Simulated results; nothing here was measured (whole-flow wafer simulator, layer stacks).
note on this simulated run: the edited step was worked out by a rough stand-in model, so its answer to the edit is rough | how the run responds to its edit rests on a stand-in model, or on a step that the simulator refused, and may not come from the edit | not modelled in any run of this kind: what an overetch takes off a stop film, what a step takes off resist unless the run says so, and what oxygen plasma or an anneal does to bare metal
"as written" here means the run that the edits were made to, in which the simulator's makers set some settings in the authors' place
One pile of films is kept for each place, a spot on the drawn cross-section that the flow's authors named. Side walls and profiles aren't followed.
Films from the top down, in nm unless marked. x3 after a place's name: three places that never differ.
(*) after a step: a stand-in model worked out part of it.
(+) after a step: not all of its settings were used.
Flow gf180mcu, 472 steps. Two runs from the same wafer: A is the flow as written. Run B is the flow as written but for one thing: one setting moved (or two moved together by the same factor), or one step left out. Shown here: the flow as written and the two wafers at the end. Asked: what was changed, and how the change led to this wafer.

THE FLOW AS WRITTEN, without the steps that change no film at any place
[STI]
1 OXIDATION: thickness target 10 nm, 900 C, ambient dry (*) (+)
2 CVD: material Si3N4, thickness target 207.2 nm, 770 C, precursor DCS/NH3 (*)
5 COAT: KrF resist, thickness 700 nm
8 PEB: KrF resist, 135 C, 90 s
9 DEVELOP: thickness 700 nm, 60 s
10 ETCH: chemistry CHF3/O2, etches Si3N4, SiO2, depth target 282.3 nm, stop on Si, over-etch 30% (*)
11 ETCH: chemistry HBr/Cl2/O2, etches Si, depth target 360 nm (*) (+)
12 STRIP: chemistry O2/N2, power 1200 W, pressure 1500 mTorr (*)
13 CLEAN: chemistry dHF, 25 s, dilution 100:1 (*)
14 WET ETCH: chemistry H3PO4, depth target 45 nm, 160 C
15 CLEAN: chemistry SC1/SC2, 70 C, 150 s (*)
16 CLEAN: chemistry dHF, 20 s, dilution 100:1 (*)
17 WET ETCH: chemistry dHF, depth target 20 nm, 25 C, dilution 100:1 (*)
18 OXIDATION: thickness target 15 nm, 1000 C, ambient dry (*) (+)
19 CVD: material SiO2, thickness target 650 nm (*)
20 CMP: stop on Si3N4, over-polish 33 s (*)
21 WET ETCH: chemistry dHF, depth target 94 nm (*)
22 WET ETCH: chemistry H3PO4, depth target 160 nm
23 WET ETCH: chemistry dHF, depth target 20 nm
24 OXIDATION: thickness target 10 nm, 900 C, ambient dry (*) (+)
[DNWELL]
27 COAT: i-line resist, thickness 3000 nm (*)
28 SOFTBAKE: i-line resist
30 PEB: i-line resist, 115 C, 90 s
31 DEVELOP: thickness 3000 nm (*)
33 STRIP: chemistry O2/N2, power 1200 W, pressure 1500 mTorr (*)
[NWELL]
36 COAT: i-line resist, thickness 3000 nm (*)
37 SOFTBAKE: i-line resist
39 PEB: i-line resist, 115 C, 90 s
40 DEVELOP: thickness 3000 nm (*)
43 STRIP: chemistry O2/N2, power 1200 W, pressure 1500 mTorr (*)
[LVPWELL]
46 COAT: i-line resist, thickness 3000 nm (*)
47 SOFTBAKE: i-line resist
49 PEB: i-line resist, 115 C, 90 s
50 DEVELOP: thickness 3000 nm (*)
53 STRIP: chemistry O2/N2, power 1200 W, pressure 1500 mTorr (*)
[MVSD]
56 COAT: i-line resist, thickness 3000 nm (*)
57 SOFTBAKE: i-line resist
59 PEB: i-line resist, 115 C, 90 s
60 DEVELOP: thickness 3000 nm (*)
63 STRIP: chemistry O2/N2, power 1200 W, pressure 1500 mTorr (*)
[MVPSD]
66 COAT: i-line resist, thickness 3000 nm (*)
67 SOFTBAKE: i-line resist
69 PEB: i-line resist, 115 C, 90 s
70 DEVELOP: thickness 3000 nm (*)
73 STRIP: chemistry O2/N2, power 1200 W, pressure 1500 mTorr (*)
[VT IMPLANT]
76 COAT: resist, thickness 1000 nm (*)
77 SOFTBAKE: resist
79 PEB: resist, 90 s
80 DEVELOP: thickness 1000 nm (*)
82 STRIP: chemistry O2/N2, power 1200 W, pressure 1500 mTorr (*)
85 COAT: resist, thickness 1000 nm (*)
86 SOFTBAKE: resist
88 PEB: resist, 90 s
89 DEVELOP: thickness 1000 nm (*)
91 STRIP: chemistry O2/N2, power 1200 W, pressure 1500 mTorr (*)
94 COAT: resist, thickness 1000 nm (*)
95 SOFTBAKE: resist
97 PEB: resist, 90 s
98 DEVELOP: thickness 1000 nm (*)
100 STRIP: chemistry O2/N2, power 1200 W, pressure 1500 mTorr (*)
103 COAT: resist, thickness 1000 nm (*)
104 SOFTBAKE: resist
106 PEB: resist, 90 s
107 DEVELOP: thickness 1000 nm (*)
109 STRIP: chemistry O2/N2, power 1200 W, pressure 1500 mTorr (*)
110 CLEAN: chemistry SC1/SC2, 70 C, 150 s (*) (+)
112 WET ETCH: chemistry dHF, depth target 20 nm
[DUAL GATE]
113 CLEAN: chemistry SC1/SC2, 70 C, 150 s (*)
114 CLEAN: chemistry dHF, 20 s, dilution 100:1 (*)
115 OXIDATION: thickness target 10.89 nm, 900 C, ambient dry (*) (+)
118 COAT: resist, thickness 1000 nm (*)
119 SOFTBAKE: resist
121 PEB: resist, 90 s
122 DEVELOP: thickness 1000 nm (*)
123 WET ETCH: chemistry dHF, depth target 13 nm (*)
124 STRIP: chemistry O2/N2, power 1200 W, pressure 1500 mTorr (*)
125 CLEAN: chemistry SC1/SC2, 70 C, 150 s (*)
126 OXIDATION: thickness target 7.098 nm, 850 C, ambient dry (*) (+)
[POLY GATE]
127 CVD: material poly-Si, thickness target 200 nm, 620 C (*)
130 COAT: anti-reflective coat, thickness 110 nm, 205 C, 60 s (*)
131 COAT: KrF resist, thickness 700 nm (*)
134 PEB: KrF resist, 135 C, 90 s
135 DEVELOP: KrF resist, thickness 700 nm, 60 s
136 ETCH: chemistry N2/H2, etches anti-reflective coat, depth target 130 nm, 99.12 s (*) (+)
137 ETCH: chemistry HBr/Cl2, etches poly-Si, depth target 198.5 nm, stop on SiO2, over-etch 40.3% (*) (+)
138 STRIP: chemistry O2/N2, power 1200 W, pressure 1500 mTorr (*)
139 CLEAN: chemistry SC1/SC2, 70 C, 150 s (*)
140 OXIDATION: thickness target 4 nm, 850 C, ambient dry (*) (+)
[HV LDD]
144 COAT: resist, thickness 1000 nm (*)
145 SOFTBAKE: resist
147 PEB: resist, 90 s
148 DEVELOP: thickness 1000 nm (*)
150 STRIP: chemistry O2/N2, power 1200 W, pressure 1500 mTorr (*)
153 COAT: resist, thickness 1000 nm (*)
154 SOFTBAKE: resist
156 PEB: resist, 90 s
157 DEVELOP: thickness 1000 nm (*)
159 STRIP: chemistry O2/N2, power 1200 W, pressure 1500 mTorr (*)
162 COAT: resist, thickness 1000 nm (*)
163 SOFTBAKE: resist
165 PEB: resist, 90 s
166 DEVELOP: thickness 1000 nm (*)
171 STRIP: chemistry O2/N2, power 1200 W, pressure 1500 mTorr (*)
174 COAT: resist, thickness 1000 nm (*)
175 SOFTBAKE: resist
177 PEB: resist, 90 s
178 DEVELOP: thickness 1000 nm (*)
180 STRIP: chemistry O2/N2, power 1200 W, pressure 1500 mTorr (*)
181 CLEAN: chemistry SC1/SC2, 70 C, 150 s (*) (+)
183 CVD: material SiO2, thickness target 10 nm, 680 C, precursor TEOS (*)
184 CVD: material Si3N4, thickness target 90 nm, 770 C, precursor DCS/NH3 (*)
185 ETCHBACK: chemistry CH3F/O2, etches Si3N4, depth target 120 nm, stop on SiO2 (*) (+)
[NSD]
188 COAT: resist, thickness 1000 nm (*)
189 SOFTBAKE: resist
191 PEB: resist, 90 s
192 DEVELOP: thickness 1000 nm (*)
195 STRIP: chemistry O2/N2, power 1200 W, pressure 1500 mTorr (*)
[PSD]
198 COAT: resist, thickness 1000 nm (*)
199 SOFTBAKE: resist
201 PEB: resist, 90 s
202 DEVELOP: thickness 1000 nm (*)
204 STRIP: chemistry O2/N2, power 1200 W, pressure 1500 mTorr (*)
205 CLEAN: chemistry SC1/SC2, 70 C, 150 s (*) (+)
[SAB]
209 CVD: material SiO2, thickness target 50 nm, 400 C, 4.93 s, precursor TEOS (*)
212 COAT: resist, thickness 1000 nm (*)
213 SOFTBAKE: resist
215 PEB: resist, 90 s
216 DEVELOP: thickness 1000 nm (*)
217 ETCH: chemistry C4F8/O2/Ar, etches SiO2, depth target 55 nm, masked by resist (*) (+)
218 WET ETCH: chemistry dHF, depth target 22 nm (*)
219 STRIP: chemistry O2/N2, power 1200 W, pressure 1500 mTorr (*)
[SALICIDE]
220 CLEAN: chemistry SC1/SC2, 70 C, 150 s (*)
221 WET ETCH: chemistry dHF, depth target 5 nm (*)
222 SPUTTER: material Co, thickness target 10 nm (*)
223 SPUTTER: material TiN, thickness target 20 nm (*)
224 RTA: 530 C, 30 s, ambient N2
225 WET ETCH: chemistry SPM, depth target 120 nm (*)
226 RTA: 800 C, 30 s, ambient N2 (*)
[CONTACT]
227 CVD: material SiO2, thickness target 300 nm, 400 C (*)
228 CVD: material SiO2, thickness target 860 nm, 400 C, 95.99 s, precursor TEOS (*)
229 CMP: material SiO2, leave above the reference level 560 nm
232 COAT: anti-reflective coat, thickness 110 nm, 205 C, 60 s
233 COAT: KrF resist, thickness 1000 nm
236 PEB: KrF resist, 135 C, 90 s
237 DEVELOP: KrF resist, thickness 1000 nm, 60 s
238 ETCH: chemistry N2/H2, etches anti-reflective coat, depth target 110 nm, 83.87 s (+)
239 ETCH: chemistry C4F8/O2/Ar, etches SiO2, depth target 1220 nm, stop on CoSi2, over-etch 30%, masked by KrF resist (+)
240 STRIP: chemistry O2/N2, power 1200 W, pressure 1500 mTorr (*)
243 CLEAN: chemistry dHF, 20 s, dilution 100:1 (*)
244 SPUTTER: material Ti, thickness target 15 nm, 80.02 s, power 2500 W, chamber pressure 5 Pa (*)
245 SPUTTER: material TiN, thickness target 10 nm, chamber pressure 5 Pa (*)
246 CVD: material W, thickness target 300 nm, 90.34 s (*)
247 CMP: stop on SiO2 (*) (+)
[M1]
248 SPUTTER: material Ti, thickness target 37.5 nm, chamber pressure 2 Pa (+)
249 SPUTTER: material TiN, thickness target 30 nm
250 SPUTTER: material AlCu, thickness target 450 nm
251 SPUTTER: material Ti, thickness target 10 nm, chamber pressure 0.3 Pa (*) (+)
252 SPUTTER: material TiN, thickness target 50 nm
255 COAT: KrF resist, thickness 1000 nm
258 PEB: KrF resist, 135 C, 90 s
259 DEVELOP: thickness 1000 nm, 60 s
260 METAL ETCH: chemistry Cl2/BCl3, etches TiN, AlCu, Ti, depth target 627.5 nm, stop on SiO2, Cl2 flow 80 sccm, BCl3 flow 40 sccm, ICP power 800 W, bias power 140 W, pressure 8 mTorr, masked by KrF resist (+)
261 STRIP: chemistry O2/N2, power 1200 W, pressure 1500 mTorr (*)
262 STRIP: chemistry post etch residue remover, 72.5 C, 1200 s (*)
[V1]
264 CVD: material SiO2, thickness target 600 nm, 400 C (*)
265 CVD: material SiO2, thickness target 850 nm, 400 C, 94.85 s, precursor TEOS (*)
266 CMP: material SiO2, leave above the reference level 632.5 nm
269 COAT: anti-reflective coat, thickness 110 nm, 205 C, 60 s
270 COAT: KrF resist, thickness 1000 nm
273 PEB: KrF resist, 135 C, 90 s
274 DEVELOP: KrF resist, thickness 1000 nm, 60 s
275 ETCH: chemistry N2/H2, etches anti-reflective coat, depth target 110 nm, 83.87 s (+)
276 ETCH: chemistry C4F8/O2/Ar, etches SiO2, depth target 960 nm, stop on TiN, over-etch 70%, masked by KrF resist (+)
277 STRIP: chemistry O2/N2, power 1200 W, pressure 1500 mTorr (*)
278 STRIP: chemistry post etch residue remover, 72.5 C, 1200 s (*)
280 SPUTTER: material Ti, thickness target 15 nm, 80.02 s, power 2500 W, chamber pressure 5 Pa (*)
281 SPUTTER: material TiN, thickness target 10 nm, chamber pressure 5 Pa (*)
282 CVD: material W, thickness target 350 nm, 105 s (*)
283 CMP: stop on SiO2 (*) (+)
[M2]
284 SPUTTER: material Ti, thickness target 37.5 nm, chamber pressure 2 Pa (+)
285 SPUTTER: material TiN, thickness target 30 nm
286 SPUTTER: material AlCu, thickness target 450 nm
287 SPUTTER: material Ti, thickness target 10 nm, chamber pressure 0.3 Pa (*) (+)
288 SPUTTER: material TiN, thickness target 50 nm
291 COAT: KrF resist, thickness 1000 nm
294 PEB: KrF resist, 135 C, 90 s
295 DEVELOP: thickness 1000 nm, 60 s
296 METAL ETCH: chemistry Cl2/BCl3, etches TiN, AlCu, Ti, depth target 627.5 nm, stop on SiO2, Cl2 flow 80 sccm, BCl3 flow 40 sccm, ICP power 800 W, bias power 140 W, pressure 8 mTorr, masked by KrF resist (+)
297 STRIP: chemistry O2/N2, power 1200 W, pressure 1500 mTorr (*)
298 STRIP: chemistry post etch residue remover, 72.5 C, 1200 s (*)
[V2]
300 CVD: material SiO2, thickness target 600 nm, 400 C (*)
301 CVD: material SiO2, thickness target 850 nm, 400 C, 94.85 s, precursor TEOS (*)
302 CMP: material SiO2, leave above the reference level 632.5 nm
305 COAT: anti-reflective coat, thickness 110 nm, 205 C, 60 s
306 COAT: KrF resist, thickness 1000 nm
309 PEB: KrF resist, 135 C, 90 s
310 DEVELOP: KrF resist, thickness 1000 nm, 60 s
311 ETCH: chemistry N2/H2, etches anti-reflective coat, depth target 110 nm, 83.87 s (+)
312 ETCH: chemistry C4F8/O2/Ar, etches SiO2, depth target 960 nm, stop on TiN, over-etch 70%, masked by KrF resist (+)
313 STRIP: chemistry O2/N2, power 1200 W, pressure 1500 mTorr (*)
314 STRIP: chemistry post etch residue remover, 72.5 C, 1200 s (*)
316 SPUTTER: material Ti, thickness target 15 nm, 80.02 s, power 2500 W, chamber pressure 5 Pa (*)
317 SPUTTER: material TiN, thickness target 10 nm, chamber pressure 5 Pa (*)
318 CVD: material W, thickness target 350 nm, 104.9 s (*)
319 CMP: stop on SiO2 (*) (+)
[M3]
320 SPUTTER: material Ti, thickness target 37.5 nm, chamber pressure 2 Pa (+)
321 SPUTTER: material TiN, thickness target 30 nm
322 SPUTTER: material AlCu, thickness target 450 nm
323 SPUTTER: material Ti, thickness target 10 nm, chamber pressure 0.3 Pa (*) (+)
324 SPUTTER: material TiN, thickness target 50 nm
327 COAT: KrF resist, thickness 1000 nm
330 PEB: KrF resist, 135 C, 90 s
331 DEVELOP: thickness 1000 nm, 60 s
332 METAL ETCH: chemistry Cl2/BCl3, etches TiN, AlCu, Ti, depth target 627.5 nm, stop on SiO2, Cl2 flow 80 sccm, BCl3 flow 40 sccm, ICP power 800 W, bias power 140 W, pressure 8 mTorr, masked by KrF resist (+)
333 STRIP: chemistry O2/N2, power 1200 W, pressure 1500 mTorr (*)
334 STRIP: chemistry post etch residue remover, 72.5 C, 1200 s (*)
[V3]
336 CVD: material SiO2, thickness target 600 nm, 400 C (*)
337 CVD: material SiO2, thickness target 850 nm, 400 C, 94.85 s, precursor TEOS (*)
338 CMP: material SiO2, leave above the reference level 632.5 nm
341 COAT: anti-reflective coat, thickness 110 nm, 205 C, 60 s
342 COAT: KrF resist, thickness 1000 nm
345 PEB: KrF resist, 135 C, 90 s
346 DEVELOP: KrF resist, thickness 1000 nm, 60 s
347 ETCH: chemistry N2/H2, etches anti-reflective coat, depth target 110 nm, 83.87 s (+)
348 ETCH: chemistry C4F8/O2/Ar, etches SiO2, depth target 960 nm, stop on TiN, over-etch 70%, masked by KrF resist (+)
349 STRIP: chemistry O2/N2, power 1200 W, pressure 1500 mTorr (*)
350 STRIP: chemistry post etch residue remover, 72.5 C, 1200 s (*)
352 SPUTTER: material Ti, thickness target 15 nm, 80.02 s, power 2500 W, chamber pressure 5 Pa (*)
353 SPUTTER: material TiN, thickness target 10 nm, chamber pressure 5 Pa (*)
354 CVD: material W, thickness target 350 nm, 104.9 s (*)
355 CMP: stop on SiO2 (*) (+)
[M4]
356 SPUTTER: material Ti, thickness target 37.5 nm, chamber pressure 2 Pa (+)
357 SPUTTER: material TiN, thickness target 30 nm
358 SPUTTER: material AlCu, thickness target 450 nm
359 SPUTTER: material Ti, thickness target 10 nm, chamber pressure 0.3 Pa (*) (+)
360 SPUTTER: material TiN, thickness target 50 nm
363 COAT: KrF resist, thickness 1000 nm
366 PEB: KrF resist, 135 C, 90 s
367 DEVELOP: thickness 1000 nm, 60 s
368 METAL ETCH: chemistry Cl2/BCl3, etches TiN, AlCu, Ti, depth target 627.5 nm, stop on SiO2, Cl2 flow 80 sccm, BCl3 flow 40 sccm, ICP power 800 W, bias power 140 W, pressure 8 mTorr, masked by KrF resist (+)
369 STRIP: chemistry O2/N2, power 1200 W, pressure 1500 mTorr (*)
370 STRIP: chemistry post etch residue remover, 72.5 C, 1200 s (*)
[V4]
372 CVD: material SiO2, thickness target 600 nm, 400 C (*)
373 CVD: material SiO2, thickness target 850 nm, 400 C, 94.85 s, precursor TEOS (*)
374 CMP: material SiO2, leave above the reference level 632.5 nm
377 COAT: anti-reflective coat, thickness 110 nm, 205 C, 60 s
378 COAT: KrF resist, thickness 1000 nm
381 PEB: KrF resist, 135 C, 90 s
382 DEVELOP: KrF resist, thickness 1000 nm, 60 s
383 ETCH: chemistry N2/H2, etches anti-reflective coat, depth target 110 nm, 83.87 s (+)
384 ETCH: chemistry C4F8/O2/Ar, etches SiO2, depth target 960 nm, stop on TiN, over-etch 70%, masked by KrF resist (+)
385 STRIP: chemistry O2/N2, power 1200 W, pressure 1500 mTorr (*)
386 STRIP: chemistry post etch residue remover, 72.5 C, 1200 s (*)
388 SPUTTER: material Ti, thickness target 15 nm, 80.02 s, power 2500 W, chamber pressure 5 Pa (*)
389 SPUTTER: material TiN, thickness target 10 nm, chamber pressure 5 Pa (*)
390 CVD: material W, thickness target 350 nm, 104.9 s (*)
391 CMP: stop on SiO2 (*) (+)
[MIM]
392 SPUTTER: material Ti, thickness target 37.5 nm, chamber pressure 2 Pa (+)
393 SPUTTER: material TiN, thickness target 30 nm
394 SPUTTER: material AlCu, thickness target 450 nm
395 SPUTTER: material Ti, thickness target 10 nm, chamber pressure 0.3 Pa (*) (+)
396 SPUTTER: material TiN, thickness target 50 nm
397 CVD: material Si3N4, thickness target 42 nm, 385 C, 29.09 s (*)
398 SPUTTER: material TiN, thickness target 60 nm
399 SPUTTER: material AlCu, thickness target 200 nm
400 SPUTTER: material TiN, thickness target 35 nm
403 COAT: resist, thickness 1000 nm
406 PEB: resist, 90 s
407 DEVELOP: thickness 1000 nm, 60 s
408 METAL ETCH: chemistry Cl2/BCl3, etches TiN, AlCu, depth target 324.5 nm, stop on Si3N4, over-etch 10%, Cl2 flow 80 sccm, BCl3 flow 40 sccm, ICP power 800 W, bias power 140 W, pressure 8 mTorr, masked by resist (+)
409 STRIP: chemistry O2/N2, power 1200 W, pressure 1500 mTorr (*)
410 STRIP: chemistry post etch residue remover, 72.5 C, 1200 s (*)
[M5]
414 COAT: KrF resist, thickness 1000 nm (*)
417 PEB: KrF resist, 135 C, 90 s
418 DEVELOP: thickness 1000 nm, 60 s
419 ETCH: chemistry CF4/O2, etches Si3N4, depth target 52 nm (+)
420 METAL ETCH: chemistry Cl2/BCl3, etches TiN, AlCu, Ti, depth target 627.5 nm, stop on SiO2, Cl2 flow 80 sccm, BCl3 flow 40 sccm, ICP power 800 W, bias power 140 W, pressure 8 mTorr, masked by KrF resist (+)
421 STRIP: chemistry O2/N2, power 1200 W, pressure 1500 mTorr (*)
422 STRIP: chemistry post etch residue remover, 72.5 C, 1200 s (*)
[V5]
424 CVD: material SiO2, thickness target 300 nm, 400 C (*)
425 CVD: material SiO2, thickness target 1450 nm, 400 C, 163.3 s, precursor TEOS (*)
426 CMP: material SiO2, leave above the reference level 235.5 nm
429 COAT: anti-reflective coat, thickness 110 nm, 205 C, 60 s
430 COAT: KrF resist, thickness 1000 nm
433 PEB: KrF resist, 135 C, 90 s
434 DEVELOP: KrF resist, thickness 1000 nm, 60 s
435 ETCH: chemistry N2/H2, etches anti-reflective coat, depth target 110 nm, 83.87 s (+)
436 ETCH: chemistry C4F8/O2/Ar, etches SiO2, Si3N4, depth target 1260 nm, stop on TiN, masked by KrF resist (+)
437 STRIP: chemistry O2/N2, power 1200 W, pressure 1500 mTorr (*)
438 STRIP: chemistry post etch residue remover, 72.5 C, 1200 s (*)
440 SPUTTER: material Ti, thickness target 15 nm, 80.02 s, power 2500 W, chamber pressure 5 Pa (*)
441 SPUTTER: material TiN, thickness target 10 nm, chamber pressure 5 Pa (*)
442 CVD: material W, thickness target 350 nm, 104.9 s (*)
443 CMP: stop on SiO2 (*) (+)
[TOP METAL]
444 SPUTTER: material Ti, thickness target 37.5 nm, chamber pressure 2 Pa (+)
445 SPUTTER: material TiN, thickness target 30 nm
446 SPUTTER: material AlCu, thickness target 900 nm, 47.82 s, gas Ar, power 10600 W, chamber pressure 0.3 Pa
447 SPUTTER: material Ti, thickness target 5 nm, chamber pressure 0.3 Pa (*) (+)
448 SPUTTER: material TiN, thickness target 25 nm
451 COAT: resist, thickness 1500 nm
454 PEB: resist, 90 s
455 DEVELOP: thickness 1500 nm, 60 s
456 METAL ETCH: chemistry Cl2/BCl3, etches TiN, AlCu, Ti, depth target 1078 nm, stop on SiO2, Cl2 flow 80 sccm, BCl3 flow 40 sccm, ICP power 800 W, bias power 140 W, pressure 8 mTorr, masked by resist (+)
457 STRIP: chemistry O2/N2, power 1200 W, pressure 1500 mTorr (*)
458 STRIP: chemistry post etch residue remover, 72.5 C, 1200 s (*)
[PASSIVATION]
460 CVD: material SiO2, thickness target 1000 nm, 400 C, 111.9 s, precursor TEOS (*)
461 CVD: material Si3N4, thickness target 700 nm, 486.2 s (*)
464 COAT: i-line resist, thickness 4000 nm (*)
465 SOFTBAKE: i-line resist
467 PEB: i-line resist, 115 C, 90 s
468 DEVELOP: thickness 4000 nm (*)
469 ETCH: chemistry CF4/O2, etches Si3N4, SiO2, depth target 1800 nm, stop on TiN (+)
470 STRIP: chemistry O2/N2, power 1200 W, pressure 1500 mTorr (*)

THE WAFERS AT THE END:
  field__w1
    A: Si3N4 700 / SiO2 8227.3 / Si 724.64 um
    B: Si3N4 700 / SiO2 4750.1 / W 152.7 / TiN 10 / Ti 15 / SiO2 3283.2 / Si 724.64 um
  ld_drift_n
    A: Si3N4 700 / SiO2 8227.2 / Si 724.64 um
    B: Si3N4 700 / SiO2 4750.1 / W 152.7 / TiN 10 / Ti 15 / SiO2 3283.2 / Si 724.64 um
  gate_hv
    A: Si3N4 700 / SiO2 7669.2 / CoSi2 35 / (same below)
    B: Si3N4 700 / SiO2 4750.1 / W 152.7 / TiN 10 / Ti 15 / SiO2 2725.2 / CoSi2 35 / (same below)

The cause: step 301, CVD: thickness target 340 nm was run, where the flow has thickness target 850 nm.

How the change led to this, step by step:
  301 CVD: material SiO2, thickness target 850 nm, 400 C, 94.85 s, precursor TEOS (*)
      field, field__w1, field__w2 and 108 more: A SiO2 +850 | B SiO2 +340
  302 CMP: material SiO2, leave above the reference level 632.5 nm
      field, field__w1, field__w2 and 103 more: A SiO2 -300 | B nothing
      field__w8, contact, m1, m1__w1, m1_nw: A SiO2 -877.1 | B SiO2 -367.1
  305 COAT: anti-reflective coat, thickness 110 nm, 205 C, 60 s
      field__w6, ld_sd_n: A anti-reflective coat +110 (new film) | B anti-reflective coat +112.6 (new film)
      field: A anti-reflective coat +110 (new film) | B anti-reflective coat +202.7 (new film)
      (and at 23 more places)
  306 COAT: KrF resist, thickness 1000 nm
      field: A KrF resist +1000 (new film) | B KrF resist +956.8 (new film)
      field__w1: A KrF resist +1000 (new film) | B KrF resist +1021 (new film)
      (and at 13 more places)
  309 PEB: KrF resist, 135 C, 90 s
      n_well: A KrF resist -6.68 | B KrF resist -6
      contact: A KrF resist -6.68 | B KrF resist -5.69
      (and at 7 more places)
  310 DEVELOP: KrF resist, thickness 1000 nm, 60 s
      contact: A KrF resist -993.3 (all of it) | B KrF resist -913.7 (all of it)
  311 ETCH: chemistry N2/H2, etches anti-reflective coat, depth target 110 nm, 83.87 s (+)
      contact: A anti-reflective coat -110 (all of it), SiO2 -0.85 | B anti-reflective coat -25.4 (all of it), SiO2 -3.02
  313 STRIP: chemistry O2/N2, power 1200 W, pressure 1500 mTorr (*)
      field: A KrF resist -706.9 (all of it), anti-reflective coat -110 (all of it) | B KrF resist -664.1 (all of it), anti-reflective coat -202.7 (all of it)
      field__w1: A KrF resist -706.9 (all of it), anti-reflective coat -110 (all of it) | B KrF resist -727.8 (all of it), anti-reflective coat -97.7 (all of it)
      (and at 25 more places)
  316 SPUTTER: material Ti, thickness target 15 nm, 80.02 s, power 2500 W, chamber pressure 5 Pa (*)
      contact: A Ti +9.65 (new film) | B Ti +11 (new film)
  317 SPUTTER: material TiN, thickness target 10 nm, chamber pressure 5 Pa (*)
      contact: A TiN +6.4 (new film) | B TiN +7.28 (new film)
  318 CVD: material W, thickness target 350 nm, 104.9 s (*)
      contact: A W +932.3 (new film) | B W +720.1 (new film)
  319 CMP: stop on SiO2 (*) (+)
      field, field__w1, field__w2 and 103 more: A W -350 (all of it), TiN -10 (all of it), Ti -15 (all of it), SiO2 -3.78 | B W -185
      field__w8, m1, m1__w1, m1_nw: A W -350 (all of it), TiN -10 (all of it), Ti -15 (all of it), SiO2 -3.78 | B W -350 (all of it), TiN -10 (all of it), Ti -15 (all of it), SiO2 -20
      (and at 1 more place)
  332 METAL ETCH: chemistry Cl2/BCl3, etches TiN, AlCu, Ti, depth target 627.5 nm, stop on SiO2, Cl2 flow 80 sccm, BCl3 flow 40 sccm, ICP power 800 W, bias power 140 W, pressure 8 mTorr, masked by KrF resist (+)
      field, field__w1, field__w2 and 103 more: A TiN -50 (all of it), Ti -10 (all of it), AlCu -450 (all of it), TiN -30 (all of it), Ti -37.5 (all of it) | B TiN -50 (all of it), Ti -10 (all of it), AlCu -450 (all of it), TiN -30 (all of it), Ti -37.5 (all of it), W -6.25
  334 STRIP: chemistry post etch residue remover, 72.5 C, 1200 s (*)
      field, field__w1, field__w2 and 103 more: A nothing | B W -6.01
  336 CVD: material SiO2, thickness target 600 nm, 400 C (*)
      field, field__w1, field__w2 and 103 more: A SiO2 +600 | B SiO2 +600 (new film)
  338 CMP: material SiO2, leave above the reference level 632.5 nm
      field, field__w1, field__w2 and 103 more: A SiO2 -300 | B SiO2 -287.7
Counting metal films that touch as one body, field__w1 has 1 body; the flow as written gives 0 bodies.
Counting metal films that touch as one body, ld_drift_n has 1 body; the flow as written gives 0 bodies.
Counting metal films that touch as one body, gate_hv has 2 bodies (between them, from the top down: SiO2 2725.2); the flow as written gives 1 body.
